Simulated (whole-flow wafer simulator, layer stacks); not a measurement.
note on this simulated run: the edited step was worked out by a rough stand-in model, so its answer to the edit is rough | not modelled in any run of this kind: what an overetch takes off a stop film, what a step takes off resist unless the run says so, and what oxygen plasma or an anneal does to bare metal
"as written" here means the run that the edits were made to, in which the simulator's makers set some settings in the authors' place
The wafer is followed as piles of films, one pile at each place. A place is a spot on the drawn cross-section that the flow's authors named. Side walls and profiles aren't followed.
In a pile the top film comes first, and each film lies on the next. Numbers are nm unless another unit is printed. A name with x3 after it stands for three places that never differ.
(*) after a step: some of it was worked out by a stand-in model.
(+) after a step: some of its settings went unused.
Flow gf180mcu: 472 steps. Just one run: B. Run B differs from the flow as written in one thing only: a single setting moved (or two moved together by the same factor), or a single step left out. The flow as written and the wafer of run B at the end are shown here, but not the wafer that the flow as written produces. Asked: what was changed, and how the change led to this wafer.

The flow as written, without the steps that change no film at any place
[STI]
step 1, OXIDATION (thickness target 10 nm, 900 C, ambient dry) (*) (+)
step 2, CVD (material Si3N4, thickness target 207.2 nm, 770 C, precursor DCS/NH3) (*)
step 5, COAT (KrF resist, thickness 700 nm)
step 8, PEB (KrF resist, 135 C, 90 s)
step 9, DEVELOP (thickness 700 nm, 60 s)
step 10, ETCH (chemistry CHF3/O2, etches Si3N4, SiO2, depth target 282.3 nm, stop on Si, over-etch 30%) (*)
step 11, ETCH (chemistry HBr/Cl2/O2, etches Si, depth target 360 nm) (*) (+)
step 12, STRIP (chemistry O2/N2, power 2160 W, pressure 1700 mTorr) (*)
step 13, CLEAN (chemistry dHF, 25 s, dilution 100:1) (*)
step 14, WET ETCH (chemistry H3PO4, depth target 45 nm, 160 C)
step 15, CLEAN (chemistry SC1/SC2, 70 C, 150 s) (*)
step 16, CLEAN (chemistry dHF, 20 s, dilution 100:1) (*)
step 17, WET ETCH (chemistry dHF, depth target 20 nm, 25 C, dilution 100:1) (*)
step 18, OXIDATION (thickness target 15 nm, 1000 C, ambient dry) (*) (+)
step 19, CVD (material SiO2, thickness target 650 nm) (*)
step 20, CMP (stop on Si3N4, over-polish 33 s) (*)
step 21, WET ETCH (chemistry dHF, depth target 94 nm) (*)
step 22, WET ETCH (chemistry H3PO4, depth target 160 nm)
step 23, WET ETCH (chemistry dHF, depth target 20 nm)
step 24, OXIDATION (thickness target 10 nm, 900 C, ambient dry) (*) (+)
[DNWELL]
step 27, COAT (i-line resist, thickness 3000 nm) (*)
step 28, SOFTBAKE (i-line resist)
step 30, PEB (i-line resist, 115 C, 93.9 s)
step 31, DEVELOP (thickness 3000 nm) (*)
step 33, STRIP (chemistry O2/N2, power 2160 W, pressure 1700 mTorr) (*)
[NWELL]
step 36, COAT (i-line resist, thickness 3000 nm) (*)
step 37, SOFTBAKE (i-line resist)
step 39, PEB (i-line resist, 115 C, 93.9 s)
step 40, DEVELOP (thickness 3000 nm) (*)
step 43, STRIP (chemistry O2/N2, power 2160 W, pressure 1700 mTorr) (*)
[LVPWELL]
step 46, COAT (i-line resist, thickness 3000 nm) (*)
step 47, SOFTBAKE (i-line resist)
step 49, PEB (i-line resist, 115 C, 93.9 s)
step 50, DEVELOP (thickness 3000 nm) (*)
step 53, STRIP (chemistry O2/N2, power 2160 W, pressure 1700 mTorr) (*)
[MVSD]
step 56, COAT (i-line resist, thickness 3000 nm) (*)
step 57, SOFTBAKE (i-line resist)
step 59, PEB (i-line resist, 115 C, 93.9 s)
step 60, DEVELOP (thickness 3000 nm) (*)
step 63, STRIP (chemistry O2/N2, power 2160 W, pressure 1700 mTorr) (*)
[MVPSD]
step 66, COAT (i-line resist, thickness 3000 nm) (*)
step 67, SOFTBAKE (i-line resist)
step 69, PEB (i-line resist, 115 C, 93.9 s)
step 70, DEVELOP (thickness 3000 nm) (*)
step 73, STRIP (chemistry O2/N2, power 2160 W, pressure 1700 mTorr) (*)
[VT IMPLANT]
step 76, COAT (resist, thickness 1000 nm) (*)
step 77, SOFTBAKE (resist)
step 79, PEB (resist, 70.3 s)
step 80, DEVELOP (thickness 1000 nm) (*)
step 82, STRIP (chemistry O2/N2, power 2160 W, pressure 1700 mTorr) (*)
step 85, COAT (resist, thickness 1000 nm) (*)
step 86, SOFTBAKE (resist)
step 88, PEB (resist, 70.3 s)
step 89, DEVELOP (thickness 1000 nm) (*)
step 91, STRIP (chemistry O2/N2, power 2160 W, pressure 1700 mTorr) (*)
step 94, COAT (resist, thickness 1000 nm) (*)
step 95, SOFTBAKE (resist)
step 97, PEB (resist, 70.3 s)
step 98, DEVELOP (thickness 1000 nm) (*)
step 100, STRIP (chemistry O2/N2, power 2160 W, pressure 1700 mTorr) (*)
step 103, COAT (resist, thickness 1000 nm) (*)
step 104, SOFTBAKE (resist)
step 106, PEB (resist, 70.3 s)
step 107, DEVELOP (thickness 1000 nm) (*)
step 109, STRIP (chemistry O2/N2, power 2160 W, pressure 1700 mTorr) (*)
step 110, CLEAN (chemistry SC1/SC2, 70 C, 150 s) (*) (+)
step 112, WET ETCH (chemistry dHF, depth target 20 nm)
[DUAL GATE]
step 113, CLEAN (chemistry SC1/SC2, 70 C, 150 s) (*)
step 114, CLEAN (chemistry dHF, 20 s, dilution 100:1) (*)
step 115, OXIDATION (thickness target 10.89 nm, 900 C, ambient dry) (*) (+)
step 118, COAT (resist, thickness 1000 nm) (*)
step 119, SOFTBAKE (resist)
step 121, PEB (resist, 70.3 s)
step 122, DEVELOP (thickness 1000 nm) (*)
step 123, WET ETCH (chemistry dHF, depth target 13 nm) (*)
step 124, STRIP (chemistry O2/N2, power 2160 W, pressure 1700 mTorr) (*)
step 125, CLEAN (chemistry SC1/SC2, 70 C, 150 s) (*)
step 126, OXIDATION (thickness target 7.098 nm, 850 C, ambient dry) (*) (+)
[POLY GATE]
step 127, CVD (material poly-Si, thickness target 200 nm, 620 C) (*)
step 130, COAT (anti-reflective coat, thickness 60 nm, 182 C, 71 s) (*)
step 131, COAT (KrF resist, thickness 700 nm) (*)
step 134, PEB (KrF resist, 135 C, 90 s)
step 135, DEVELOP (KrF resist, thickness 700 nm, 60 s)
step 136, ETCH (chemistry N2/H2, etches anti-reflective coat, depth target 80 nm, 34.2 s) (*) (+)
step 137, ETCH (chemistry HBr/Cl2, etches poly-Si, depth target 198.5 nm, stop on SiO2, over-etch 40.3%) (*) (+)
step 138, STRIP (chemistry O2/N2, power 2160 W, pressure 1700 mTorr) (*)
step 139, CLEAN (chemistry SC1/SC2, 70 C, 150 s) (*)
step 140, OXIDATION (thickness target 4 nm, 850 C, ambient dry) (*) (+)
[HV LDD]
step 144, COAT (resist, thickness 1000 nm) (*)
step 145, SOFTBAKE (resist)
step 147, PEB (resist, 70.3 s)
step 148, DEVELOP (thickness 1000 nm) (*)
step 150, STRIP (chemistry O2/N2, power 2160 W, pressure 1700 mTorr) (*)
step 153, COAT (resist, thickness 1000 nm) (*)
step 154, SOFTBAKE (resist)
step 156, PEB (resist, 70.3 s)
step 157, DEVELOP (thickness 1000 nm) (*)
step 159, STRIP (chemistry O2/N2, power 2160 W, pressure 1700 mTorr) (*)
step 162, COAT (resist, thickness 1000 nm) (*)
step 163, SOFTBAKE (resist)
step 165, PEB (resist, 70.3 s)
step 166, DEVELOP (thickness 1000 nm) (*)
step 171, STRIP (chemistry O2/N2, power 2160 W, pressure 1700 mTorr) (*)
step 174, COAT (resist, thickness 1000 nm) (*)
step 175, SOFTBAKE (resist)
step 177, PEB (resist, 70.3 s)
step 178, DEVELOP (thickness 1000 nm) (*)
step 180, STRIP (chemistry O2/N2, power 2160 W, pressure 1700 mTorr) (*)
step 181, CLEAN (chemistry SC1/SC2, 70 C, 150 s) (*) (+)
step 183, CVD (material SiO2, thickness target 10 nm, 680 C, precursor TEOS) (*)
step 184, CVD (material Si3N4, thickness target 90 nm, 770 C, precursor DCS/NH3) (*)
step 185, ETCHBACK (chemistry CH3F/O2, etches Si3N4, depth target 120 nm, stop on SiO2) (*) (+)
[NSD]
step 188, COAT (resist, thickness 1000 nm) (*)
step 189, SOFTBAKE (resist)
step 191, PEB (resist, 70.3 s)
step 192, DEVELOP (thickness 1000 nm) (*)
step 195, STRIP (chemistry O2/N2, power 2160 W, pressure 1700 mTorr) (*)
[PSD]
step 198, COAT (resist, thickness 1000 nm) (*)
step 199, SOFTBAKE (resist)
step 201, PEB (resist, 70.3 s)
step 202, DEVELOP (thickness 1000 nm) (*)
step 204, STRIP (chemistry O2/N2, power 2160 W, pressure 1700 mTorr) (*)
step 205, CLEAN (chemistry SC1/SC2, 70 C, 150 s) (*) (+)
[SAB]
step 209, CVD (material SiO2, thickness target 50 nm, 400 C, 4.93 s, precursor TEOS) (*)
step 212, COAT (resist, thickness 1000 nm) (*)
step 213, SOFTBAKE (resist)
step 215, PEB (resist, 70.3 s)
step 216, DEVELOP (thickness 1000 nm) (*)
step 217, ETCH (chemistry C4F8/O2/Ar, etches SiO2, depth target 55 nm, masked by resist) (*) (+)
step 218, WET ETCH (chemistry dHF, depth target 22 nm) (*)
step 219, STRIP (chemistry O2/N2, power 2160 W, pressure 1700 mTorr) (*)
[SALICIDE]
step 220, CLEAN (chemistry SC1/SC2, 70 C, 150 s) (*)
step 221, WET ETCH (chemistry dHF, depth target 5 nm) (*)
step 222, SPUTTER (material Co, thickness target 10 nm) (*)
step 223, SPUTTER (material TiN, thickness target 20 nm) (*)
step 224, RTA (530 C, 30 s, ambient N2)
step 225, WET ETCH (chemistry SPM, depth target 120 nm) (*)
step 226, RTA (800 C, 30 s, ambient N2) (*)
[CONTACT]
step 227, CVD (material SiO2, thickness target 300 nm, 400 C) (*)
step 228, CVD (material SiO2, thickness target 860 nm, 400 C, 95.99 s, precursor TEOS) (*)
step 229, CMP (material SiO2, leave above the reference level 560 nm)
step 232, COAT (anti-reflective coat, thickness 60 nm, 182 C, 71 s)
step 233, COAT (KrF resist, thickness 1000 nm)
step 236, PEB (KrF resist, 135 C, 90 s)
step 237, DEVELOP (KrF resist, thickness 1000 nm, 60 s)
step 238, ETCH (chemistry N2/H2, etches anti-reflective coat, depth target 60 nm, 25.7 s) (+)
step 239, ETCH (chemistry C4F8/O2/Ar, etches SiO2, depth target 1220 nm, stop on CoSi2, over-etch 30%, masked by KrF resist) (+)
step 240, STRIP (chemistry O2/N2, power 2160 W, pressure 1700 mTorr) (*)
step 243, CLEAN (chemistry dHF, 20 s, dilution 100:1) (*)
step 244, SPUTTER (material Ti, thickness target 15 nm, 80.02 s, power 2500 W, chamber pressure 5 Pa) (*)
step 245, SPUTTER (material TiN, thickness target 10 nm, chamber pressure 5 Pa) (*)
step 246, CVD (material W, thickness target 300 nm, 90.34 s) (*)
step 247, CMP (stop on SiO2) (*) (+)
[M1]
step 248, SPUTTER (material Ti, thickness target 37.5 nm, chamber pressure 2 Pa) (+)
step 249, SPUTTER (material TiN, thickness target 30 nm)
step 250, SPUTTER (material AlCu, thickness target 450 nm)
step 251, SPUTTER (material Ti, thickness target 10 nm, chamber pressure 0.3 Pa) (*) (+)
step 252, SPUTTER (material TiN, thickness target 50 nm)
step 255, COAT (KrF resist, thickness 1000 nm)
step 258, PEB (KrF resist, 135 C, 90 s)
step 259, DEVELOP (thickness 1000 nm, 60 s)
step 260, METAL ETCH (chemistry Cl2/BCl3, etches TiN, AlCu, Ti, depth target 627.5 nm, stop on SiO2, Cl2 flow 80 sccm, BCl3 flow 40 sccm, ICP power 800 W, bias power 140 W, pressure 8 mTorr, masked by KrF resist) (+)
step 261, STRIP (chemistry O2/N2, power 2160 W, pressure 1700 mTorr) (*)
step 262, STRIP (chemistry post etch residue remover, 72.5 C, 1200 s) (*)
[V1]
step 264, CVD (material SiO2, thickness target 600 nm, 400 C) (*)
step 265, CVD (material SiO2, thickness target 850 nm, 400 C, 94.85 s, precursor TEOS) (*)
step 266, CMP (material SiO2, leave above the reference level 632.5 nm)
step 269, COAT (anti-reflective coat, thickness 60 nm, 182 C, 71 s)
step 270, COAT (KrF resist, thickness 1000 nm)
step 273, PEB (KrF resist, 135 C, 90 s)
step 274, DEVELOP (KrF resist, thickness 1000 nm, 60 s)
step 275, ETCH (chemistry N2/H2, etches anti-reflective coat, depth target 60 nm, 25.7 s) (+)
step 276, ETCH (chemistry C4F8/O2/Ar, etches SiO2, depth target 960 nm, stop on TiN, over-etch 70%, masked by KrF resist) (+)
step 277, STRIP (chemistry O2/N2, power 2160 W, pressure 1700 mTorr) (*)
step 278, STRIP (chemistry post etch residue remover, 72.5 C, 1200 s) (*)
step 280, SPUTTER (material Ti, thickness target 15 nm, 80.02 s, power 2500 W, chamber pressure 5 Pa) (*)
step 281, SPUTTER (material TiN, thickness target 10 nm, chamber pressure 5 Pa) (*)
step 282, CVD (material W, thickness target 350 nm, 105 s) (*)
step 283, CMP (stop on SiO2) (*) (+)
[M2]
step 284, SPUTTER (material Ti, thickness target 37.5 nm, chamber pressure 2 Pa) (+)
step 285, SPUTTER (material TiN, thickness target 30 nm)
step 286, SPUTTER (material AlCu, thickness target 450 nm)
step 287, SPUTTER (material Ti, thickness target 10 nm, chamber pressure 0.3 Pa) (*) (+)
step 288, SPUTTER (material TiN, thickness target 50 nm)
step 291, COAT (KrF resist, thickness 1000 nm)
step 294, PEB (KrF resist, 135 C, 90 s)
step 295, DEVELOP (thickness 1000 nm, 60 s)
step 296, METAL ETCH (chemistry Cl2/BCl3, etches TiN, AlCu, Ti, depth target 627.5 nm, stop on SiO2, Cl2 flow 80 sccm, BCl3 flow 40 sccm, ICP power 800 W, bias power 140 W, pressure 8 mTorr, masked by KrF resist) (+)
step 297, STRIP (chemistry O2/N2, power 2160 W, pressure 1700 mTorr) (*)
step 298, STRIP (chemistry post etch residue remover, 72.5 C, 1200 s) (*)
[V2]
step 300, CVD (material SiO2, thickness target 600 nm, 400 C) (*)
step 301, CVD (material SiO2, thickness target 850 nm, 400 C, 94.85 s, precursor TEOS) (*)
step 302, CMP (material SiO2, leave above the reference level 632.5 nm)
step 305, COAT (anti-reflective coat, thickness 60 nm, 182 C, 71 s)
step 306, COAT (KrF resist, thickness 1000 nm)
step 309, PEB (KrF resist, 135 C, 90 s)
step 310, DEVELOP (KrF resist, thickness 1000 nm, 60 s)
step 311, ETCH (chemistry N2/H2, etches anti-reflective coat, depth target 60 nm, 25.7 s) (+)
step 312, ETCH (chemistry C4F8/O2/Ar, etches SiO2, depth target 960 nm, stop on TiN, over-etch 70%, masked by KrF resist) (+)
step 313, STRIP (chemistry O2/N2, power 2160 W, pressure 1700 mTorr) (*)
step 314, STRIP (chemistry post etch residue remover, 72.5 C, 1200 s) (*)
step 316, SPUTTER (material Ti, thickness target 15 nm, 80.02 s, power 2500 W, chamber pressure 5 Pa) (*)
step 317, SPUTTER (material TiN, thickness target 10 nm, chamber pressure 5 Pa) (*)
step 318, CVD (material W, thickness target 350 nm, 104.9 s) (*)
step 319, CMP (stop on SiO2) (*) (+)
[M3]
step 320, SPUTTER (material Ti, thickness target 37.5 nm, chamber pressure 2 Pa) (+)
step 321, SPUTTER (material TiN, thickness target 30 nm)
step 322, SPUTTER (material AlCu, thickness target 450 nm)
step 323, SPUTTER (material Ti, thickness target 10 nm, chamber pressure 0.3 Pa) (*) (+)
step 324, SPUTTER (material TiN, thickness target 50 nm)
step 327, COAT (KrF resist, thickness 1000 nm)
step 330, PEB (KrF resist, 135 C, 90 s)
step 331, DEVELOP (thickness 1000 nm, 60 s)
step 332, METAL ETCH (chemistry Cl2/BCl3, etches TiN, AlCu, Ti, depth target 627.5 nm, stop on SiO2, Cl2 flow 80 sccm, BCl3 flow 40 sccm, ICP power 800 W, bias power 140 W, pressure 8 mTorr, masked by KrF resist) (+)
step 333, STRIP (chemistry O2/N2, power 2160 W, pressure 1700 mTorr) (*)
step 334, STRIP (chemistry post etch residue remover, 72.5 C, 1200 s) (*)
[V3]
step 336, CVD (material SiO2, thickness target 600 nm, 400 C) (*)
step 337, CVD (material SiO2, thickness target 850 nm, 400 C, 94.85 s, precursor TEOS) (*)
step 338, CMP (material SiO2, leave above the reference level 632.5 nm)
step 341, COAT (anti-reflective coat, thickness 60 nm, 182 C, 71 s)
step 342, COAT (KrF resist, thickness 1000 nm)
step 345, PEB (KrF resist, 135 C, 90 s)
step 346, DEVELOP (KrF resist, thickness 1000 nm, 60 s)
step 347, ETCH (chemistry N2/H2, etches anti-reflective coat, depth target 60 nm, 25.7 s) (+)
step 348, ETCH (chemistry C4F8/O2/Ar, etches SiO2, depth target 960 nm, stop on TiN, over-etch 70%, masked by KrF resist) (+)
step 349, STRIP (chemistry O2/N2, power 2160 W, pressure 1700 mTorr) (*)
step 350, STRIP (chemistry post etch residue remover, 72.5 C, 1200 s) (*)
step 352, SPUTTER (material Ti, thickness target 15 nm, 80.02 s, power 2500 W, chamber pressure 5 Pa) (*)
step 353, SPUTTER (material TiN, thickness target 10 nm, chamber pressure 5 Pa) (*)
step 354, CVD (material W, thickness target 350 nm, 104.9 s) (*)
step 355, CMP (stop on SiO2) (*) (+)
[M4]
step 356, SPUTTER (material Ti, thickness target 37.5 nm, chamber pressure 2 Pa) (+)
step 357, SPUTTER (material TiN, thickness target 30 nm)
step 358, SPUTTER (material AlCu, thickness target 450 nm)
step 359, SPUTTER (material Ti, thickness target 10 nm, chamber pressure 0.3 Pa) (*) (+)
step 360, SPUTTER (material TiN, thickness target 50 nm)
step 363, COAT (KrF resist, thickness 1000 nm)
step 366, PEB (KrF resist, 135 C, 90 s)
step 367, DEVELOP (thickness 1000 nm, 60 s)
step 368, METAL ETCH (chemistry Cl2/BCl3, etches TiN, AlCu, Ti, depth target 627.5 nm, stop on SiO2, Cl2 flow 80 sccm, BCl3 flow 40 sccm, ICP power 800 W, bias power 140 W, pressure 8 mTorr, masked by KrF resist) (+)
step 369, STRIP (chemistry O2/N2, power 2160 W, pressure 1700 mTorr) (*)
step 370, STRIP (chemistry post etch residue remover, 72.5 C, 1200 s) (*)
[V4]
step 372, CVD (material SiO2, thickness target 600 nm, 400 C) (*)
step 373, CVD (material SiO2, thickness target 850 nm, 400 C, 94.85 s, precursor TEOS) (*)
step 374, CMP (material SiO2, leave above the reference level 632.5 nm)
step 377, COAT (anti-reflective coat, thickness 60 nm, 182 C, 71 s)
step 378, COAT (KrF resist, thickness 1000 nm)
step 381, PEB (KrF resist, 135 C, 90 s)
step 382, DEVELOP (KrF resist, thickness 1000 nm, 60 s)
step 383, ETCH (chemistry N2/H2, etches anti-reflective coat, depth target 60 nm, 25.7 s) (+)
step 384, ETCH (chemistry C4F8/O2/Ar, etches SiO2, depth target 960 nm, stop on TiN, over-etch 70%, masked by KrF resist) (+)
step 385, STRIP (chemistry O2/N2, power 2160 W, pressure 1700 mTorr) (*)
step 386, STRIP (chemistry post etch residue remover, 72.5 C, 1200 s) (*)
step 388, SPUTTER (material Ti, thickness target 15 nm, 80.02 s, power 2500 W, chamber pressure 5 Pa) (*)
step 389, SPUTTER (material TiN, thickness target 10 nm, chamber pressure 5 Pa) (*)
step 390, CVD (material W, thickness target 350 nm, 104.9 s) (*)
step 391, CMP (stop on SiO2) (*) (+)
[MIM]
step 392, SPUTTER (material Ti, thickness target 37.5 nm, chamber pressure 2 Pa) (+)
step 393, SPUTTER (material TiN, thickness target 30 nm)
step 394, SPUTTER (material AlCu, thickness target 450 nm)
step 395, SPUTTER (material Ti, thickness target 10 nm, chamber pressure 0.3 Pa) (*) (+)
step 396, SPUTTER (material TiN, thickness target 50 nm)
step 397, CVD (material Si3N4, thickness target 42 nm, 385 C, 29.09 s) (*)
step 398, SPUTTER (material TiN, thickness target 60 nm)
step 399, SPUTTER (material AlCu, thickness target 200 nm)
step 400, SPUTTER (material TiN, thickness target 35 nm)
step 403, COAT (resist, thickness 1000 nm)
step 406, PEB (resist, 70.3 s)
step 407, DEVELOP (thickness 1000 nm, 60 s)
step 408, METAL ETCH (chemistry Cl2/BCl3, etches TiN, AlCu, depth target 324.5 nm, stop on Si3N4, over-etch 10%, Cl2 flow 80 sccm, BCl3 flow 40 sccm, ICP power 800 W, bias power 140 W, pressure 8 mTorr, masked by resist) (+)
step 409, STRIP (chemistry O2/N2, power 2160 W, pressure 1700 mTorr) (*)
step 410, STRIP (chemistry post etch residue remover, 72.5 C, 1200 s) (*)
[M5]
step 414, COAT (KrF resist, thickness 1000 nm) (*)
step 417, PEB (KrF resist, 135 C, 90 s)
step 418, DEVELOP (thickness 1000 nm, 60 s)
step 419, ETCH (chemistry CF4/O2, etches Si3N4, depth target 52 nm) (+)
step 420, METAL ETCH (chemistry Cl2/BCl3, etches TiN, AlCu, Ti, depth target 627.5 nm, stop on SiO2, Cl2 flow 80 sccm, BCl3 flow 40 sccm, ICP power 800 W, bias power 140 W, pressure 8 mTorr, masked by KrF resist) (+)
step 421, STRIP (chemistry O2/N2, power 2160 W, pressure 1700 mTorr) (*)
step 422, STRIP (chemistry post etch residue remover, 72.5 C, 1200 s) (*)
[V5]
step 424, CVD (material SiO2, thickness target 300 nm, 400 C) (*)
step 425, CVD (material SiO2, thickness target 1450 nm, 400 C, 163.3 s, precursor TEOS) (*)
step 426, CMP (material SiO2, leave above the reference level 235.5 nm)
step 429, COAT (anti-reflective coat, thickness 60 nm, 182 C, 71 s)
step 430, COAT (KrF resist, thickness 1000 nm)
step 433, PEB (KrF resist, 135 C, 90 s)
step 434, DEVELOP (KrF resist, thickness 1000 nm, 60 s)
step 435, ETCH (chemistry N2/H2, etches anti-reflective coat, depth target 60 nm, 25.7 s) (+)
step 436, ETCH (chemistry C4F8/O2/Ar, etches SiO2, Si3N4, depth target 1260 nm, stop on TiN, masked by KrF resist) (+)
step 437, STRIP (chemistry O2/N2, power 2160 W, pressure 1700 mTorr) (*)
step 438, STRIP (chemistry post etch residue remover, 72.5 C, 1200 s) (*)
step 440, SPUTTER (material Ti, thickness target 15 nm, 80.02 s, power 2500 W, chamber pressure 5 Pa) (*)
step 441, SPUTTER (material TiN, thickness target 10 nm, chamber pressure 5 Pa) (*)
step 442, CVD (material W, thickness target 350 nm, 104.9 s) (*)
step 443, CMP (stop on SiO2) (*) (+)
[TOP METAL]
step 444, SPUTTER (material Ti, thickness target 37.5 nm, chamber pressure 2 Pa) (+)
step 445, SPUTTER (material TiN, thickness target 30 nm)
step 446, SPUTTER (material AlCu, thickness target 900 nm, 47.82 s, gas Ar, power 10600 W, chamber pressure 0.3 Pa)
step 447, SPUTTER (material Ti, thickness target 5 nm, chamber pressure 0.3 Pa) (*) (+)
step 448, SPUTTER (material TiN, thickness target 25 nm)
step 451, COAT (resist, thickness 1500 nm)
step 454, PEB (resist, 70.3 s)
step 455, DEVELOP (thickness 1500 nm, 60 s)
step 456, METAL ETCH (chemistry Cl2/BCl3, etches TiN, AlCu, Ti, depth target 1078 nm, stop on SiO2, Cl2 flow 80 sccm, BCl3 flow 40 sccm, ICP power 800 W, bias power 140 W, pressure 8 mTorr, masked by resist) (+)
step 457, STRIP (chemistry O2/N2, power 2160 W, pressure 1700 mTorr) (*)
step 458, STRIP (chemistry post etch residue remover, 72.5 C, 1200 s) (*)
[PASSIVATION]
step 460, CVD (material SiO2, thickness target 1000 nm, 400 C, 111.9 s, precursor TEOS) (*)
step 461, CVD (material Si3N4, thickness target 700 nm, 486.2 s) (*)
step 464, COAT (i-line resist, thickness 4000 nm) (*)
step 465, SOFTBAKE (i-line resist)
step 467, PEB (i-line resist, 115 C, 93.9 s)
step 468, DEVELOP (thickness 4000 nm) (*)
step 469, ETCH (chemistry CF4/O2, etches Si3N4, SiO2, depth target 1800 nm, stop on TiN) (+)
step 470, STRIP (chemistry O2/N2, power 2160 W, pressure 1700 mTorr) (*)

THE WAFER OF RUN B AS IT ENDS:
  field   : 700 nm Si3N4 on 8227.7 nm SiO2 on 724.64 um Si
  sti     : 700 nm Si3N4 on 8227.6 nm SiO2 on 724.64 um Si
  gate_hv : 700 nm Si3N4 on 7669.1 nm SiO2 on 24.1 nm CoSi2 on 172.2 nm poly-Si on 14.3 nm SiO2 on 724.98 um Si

The reason: step 222, SPUTTER: thickness target 6.9 nm was run, whereas the flow has thickness target 10 nm.

The path from the change to this, step by step:
  step 222, SPUTTER (material Co, thickness target 10 nm) (*)
      field, field__w7, field__w8 and 71 more: +6.9 Co (new film) (as written it would have been: +10 Co (new film))
      field__w2, mim: +5.97 Co (new film) (as written it would have been: +8.65 Co (new film))
      (as well as at 35 more places)
  step 224, RTA (530 C, 30 s, ambient N2)
      gate, gate_hv, gate_p and 22 more: under 1 film: +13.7 CoSi (new film), -6.9 Co (all of it), -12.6 poly-Si (as written it would have been: under 1 film: +19.9 CoSi (new film), -10 Co (all of it), -18.2 poly-Si)
      active, p_well, sd_n and 11 more: under 1 film: +13.7 CoSi (new film), -6.9 Co (all of it), -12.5 Si (as written it would have been: under 1 film: +19.9 CoSi (new film), -10 Co (all of it), -18.1 Si)
      (as well as at 10 more places)
  step 225, WET ETCH (chemistry SPM, depth target 120 nm) (*)
      field, field__w7, field__w8 and 32 more: -20 TiN (all of it), -6.9 Co (all of it) (as written it would have been: -20 TiN (all of it), -10 Co (all of it))
      field_sub__w3, nw_enc_fld_lv__w4: -19.8 TiN (all of it), -6.84 Co (all of it) (as written it would have been: -19.8 TiN (all of it), -9.91 Co (all of it))
      (as well as at 25 more places)
  step 226, RTA (800 C, 30 s, ambient N2) (*)
      gate, gate_hv, gate_p and 22 more: +24.1 CoSi2 (new film), -13.7 CoSi (all of it), -12.6 poly-Si (as written it would have been: +35 CoSi2 (new film), -19.9 CoSi (all of it), -18.2 poly-Si)
      active, p_well, sd_n and 11 more: +24.1 CoSi2 (new film), -13.7 CoSi (all of it), -12.5 Si (as written it would have been: +35 CoSi2 (new film), -19.9 CoSi (all of it), -18.1 Si)
      (as well as at 10 more places)
